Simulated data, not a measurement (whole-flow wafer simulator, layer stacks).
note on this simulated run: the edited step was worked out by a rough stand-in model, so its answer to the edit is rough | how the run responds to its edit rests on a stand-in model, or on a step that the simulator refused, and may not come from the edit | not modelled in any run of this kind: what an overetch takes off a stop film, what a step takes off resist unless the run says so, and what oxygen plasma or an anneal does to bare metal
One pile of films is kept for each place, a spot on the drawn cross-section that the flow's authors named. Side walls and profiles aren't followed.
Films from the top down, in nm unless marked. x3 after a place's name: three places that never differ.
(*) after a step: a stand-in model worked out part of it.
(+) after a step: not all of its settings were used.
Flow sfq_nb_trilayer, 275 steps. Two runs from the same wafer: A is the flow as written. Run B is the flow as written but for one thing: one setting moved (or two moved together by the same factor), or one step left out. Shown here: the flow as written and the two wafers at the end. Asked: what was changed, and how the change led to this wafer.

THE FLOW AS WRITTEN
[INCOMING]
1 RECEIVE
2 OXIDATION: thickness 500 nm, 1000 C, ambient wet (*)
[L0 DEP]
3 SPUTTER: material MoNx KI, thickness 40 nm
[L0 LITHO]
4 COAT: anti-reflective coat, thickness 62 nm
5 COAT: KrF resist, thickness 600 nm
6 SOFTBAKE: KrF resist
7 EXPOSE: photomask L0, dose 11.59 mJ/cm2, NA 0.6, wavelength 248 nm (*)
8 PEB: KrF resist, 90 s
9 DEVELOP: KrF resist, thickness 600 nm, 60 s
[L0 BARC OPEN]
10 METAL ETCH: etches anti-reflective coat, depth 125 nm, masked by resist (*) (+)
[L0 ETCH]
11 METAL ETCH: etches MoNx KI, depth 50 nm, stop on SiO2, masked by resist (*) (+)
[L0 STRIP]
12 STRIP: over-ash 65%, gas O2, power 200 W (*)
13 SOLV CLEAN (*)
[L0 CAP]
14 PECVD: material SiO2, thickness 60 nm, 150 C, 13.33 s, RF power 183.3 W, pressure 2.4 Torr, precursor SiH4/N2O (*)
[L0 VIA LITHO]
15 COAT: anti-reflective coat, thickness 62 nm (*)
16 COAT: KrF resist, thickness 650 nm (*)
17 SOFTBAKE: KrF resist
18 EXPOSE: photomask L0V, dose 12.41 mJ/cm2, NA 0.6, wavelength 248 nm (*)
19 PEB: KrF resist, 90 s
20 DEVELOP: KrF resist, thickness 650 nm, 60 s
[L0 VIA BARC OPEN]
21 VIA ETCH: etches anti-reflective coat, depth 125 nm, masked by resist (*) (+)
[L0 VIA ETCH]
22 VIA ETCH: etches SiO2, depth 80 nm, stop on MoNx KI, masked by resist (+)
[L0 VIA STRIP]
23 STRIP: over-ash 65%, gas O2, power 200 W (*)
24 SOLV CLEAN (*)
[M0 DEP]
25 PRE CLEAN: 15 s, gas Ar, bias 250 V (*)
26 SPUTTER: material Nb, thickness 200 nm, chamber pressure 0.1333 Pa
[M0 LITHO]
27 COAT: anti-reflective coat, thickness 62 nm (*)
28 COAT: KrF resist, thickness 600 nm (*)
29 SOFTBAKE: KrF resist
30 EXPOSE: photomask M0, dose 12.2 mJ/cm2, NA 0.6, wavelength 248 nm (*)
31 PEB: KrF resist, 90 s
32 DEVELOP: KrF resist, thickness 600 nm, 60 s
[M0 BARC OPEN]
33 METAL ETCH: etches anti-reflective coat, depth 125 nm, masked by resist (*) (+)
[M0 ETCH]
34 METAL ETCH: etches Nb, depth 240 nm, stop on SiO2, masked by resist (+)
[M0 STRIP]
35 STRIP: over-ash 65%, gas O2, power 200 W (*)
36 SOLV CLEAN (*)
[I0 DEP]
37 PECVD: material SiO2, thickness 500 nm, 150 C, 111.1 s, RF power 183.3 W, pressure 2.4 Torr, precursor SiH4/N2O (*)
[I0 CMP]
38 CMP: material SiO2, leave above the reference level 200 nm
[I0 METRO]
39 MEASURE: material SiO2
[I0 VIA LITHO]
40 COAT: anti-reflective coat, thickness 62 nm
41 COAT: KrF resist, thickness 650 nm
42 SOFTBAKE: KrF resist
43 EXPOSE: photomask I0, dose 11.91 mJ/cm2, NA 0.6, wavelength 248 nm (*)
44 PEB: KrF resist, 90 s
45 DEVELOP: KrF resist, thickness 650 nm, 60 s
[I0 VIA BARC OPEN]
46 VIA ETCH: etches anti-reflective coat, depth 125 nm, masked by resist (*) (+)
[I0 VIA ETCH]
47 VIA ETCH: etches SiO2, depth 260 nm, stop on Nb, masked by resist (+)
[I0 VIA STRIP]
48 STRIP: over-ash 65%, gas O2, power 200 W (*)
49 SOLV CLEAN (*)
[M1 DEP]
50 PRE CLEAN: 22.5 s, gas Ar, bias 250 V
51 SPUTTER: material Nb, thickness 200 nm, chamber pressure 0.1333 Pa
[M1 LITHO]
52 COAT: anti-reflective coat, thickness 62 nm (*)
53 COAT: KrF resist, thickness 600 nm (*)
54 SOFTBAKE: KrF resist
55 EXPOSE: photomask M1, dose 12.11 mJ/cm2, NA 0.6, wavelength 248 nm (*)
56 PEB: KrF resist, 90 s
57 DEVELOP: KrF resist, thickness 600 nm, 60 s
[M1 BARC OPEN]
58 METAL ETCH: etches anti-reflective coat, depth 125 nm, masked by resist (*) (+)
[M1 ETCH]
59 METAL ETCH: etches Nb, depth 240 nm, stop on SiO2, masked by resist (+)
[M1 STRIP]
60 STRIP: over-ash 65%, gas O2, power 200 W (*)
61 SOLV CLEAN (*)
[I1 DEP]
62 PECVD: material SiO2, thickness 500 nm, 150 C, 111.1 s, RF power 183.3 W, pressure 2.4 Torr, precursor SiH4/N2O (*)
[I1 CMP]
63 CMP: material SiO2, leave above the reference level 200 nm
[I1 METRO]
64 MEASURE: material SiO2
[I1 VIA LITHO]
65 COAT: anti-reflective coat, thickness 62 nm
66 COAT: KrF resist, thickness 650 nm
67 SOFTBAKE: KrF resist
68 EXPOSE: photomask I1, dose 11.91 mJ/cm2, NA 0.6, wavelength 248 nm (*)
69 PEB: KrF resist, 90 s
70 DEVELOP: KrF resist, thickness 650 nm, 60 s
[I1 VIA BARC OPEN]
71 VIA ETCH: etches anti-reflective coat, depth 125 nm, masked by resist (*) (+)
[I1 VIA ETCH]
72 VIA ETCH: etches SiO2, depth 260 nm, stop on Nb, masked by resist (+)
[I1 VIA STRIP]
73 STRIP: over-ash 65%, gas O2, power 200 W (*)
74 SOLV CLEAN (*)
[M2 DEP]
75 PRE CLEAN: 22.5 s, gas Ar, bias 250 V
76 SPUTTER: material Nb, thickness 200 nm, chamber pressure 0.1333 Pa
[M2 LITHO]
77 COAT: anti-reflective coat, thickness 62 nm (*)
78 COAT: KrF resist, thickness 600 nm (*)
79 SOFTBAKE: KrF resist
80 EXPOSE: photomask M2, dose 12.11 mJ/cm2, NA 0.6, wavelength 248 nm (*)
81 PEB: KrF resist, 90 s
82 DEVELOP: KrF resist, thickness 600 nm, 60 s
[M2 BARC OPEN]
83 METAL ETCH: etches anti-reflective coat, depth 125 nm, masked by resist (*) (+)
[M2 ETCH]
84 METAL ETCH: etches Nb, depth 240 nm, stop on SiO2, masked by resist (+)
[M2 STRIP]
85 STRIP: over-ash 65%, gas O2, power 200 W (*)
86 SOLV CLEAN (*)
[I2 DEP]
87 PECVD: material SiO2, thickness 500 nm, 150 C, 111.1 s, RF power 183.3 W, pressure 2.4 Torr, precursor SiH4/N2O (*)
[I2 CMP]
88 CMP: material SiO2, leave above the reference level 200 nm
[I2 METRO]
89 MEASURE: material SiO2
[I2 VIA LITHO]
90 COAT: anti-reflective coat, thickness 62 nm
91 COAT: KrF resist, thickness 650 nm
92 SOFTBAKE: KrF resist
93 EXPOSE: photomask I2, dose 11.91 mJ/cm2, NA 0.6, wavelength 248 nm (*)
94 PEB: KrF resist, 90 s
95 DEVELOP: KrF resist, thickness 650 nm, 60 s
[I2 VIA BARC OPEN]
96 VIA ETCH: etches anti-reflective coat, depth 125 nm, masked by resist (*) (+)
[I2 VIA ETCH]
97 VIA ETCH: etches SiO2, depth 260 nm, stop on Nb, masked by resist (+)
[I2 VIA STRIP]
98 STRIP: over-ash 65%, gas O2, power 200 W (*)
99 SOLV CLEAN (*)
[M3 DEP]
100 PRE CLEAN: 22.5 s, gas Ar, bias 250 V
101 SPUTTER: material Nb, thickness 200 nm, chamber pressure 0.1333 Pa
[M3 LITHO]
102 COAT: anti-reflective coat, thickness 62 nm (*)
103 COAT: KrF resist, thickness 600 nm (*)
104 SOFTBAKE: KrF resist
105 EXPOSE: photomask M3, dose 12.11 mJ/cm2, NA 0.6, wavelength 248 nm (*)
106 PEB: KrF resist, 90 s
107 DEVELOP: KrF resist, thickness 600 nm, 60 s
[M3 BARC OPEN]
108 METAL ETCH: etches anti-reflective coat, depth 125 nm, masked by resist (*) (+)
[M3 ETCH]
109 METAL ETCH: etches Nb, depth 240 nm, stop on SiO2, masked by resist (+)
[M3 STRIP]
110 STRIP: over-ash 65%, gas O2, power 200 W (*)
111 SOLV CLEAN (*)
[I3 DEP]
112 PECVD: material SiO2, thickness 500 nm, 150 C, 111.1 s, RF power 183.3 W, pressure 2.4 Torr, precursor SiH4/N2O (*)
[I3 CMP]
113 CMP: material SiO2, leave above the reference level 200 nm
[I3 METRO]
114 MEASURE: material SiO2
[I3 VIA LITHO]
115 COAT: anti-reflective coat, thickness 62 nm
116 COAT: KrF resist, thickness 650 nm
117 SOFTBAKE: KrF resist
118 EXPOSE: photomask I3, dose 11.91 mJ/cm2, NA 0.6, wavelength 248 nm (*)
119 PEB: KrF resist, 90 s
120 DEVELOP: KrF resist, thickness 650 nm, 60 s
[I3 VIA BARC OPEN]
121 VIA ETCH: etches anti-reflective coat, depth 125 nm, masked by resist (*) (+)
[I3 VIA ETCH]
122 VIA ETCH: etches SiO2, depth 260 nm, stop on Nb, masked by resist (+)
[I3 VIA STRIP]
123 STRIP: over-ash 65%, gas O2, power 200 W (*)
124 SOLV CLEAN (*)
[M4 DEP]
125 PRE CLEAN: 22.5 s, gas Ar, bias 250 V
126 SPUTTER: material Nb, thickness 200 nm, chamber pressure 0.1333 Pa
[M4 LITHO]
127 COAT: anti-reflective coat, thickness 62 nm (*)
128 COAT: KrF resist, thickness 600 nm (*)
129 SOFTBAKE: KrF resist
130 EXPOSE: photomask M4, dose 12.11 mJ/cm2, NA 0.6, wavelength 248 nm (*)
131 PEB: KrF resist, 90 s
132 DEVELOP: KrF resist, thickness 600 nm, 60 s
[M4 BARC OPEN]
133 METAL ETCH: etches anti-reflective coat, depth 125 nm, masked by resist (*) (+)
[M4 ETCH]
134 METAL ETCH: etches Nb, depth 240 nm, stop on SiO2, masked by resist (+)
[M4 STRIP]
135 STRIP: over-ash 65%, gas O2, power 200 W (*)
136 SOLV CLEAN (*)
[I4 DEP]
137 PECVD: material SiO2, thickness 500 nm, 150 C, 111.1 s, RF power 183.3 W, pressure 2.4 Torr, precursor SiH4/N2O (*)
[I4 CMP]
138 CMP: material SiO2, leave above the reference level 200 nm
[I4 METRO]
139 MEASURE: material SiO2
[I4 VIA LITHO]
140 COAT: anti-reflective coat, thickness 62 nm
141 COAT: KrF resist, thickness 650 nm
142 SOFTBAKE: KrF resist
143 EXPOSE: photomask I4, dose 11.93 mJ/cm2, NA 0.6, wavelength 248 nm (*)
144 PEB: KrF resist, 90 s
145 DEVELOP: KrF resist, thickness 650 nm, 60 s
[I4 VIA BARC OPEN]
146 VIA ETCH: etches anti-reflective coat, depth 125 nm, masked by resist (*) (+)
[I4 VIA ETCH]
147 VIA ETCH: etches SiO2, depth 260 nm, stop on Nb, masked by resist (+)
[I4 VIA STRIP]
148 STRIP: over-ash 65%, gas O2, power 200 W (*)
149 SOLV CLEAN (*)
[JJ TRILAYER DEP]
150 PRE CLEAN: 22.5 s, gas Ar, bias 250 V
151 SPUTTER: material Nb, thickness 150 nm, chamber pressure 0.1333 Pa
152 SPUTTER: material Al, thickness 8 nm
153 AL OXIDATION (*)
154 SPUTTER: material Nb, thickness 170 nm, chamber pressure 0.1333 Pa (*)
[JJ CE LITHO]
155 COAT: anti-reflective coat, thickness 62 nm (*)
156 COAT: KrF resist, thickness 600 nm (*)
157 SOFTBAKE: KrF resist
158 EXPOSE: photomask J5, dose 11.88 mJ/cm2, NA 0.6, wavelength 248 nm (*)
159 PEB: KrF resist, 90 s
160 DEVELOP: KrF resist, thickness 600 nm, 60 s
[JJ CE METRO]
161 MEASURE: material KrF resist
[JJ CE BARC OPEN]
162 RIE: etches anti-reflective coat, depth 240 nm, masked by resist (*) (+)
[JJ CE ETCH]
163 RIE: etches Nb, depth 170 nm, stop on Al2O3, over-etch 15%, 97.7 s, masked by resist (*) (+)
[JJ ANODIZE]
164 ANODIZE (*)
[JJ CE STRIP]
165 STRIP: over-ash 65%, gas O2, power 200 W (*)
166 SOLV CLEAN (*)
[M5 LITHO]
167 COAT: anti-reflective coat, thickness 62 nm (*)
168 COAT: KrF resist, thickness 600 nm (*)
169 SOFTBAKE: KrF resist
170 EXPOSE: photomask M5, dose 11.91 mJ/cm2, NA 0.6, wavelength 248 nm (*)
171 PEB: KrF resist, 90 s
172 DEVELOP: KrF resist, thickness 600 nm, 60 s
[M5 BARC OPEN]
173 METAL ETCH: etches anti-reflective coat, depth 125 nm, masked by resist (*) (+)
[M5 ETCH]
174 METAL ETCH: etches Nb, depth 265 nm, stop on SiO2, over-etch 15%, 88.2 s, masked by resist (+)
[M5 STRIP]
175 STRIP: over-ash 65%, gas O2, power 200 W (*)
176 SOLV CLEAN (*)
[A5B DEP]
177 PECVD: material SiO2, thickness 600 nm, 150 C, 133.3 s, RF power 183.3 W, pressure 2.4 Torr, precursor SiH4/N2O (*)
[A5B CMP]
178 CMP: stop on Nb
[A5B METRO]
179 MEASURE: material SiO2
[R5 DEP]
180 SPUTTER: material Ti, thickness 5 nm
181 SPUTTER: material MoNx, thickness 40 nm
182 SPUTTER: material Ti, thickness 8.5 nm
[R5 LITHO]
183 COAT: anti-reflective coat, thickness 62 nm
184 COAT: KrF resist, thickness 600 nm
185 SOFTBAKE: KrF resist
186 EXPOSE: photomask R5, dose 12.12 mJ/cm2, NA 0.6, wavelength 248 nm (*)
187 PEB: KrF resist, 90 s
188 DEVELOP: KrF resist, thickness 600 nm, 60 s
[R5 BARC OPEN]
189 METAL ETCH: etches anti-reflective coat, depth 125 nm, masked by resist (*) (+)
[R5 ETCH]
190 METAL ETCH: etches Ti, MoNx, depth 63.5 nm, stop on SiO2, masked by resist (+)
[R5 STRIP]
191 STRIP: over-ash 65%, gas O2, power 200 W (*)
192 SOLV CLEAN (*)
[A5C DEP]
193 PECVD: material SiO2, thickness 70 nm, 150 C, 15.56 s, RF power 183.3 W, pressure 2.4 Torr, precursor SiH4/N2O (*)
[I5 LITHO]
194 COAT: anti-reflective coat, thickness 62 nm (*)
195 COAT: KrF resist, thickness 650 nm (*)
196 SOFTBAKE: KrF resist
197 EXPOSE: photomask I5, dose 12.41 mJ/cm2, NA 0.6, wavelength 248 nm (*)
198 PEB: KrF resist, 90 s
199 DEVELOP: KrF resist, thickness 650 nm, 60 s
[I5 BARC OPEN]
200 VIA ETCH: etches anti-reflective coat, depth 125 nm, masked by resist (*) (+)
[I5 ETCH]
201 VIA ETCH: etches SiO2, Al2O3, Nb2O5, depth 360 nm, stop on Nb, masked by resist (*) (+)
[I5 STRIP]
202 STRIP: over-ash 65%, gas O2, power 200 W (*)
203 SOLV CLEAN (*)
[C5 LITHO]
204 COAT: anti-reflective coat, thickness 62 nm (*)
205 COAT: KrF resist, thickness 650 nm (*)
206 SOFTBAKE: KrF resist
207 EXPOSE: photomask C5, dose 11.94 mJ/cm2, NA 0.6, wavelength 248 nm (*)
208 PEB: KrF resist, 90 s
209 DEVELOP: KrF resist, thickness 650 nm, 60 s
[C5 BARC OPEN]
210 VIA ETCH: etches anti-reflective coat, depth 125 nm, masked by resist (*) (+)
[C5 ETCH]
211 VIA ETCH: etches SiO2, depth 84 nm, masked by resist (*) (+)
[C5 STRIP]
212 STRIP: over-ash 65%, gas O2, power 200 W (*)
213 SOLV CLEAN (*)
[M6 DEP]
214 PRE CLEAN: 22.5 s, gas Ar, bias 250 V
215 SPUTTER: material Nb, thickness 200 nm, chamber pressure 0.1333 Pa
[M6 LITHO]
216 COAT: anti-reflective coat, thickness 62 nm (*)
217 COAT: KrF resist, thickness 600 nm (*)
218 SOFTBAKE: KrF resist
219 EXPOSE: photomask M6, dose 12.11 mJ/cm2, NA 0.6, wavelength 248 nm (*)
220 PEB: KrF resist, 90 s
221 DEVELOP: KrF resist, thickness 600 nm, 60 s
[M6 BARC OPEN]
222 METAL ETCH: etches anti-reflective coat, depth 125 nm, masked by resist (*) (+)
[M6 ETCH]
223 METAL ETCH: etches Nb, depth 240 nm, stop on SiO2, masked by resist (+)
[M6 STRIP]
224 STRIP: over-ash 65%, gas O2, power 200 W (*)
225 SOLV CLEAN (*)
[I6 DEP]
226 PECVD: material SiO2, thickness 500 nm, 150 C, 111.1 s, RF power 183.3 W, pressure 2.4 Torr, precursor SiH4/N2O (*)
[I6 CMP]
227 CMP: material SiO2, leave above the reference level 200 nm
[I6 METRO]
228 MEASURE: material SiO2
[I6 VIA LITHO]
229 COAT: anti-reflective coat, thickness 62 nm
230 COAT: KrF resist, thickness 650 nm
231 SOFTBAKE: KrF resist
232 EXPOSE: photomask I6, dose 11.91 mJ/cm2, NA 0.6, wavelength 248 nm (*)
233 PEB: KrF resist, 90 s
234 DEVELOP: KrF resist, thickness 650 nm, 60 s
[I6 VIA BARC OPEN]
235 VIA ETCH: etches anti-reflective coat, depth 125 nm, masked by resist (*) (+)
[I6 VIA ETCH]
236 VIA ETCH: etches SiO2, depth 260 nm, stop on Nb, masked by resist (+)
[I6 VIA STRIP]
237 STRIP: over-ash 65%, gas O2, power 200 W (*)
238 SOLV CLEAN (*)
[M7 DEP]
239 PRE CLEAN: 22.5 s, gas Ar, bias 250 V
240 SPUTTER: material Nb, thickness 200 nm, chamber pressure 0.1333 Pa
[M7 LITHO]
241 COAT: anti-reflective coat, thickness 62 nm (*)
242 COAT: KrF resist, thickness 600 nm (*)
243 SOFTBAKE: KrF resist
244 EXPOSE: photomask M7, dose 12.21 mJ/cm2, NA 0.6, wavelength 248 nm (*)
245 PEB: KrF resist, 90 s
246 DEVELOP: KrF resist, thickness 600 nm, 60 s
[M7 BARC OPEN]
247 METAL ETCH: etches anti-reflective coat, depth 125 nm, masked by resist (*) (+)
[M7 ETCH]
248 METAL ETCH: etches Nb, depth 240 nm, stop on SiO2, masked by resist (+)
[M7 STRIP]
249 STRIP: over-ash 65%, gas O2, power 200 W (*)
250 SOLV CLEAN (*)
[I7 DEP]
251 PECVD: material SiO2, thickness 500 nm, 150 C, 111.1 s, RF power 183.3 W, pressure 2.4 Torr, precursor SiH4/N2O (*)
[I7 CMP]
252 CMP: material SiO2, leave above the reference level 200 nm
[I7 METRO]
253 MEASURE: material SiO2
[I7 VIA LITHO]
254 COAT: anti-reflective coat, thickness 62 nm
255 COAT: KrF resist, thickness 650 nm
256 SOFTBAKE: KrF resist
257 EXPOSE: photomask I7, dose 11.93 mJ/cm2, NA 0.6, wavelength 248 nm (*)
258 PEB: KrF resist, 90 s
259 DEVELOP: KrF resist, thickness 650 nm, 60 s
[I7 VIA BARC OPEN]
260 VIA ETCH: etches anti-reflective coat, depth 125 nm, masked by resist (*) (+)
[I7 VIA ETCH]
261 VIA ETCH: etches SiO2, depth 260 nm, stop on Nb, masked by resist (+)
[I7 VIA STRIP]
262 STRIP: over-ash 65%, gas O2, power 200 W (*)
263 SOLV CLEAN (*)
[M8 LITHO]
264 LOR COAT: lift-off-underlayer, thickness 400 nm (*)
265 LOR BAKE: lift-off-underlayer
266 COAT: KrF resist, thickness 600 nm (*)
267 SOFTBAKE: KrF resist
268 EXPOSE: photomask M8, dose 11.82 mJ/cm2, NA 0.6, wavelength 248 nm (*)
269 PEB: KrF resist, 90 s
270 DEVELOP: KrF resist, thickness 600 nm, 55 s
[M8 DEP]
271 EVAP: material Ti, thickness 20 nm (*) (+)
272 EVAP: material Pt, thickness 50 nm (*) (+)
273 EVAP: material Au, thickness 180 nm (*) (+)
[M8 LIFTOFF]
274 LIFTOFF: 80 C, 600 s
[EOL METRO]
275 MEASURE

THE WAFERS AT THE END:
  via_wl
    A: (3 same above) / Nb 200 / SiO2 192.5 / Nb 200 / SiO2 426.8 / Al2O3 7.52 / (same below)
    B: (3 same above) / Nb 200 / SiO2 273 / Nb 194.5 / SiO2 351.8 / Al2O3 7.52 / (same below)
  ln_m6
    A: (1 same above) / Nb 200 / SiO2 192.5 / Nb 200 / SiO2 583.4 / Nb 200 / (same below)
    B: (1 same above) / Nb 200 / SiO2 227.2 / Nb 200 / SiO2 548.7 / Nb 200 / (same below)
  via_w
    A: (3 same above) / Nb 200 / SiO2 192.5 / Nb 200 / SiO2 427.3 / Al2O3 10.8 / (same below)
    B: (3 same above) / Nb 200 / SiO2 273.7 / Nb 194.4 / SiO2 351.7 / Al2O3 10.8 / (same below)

The cause: step 177, PECVD: thickness 306 nm was run, where the flow has thickness 600 nm; step 177, PECVD: 68 s was run, where the flow has 133.3 s.

How the change led to this, step by step:
  177 PECVD: material SiO2, thickness 600 nm, 150 C, 133.3 s, RF power 183.3 W, pressure 2.4 Torr, precursor SiH4/N2O (*)
      v_sur, via_sp, via_v and 47 more: A SiO2 +600 (new film) | B SiO2 +306 (new film)
      field_l, p4_fl, p4_fm and 39 more: A SiO2 +600 | B SiO2 +306
      (and at 14 more places)
  178 CMP: stop on Nb
      field_l, p4_fl, p4_fm and 39 more: A SiO2 -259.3 | B nothing
      r_sur, res, r_end, moat, field_r, lsp_l: A SiO2 -252.3 | B nothing
      (and at 58 more places)
  180 SPUTTER: material Ti, thickness 5 nm
      via_wl, via_wr: A Ti +5 (new film) | B Ti +4.17 (new film)
  181 SPUTTER: material MoNx, thickness 40 nm
      via_wl, via_wr: A MoNx +40 (new film) | B MoNx +33.8 (new film)
      r_sur: A MoNx +40 (new film) | B MoNx +38.6 (new film)
  182 SPUTTER: material Ti, thickness 8.5 nm
      via_wl, via_wr: A Ti +8.5 (new film) | B Ti +6.97 (new film)
  183 COAT: anti-reflective coat, thickness 62 nm
      be, be_sur, gap, jj_sur, ce_l: A anti-reflective coat +62 (new film) | B anti-reflective coat +59.8 (new film)
      wire, c5j, wl_j_sl, wl_jj: A anti-reflective coat +62 (new film) | B anti-reflective coat +59.7 (new film)
      (and at 37 more places)
  184 COAT: KrF resist, thickness 600 nm
      v_sur: A KrF resist +600 (new film) | B KrF resist +582.9 (new film)
      via_w: A KrF resist +600 (new film) | B KrF resist +628.8 (new film)
      (and at 6 more places)
  188 DEVELOP: KrF resist, thickness 600 nm, 60 s
      v_sur: A KrF resist -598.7 (all of it) | B KrF resist -581.7 (all of it)
      via_w: A KrF resist -598.7 (all of it) | B KrF resist -627.5 (all of it)
      (and at 6 more places)
  189 METAL ETCH: etches anti-reflective coat, depth 125 nm, masked by resist (*) (+)
      be_r, r_sur, res, r_end, r5r_line_l, r5r_line_c, r5r_line_r: A KrF resist -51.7 | B KrF resist -59.3
      be, be_sur, gap, jj_sur, ce_l: A anti-reflective coat -62 (all of it) | B anti-reflective coat -59.8 (all of it)
      (and at 37 more places)
  190 METAL ETCH: etches Ti, MoNx, depth 63.5 nm, stop on SiO2, masked by resist (+)
      via_wl, via_wr: A Ti -8.5 (all of it), MoNx -40 (all of it), Ti -5 (all of it) | B Ti -6.97 (all of it), MoNx -33.8 (all of it), Ti -4.17 (all of it)
  191 STRIP: over-ash 65%, gas O2, power 200 W (*)
      be_r: A KrF resist -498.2 (all of it), anti-reflective coat -62 (all of it) | B KrF resist -478.8 (all of it), anti-reflective coat -56.8 (all of it)
      r_sur: A KrF resist -498.2 (all of it), anti-reflective coat -62 (all of it) | B KrF resist -494.9 (all of it), anti-reflective coat -74.6 (all of it)
      (and at 2 more places)
  194 COAT: anti-reflective coat, thickness 62 nm (*)
      wl_b_sr, wl_e_sr: A anti-reflective coat +62 (new film) | B anti-reflective coat +65.3 (new film)
      m5r_space_l, m5r_space_r: A anti-reflective coat +62 (new film) | B anti-reflective coat +69.9 (new film)
      (and at 43 more places)
  195 COAT: KrF resist, thickness 650 nm (*)
      v_sur: A KrF resist +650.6 (new film) | B KrF resist +633 (new film)
      via_w: A KrF resist +650.6 (new film) | B KrF resist +678.1 (new film)
      (and at 5 more places)
  200 VIA ETCH: etches anti-reflective coat, depth 125 nm, masked by resist (*) (+)
      field_l, v_sur, via_wl and 102 more: A KrF resist -52 | B KrF resist -50.2
      be: A anti-reflective coat -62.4 (all of it), SiO2 -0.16 | B anti-reflective coat -60.2 (all of it), SiO2 -0.15
  202 STRIP: over-ash 65%, gas O2, power 200 W (*)
      wl_b_sr, wl_e_sr: A KrF resist -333 (all of it), anti-reflective coat -62 (all of it) | B KrF resist -338.2 (all of it), anti-reflective coat -65.3 (all of it)
      m5r_space_l, m5r_space_r: A KrF resist -333.1 (all of it), anti-reflective coat -62 (all of it) | B KrF resist -343.2 (all of it), anti-reflective coat -69.9 (all of it)
      (and at 44 more places)
  204 COAT: anti-reflective coat, thickness 62 nm (*)
      wl_b_sr, wl_e_sr: A anti-reflective coat +62 (new film) | B anti-reflective coat +65.3 (new film)
      m5r_space_l, m5r_space_r: A anti-reflective coat +62 (new film) | B anti-reflective coat +69.9 (new film)
      (and at 42 more places)
  ... 9 more steps ...
  227 CMP: material SiO2, leave above the reference level 200 nm
      field_l, p4_fl, p4_fm and 35 more: A SiO2 -100 | B SiO2 -65.3
      ln_m6, wl_a_m6, wl_c_m6, wl_f_m6: A SiO2 -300 | B SiO2 -265.3
      (and at 14 more places)
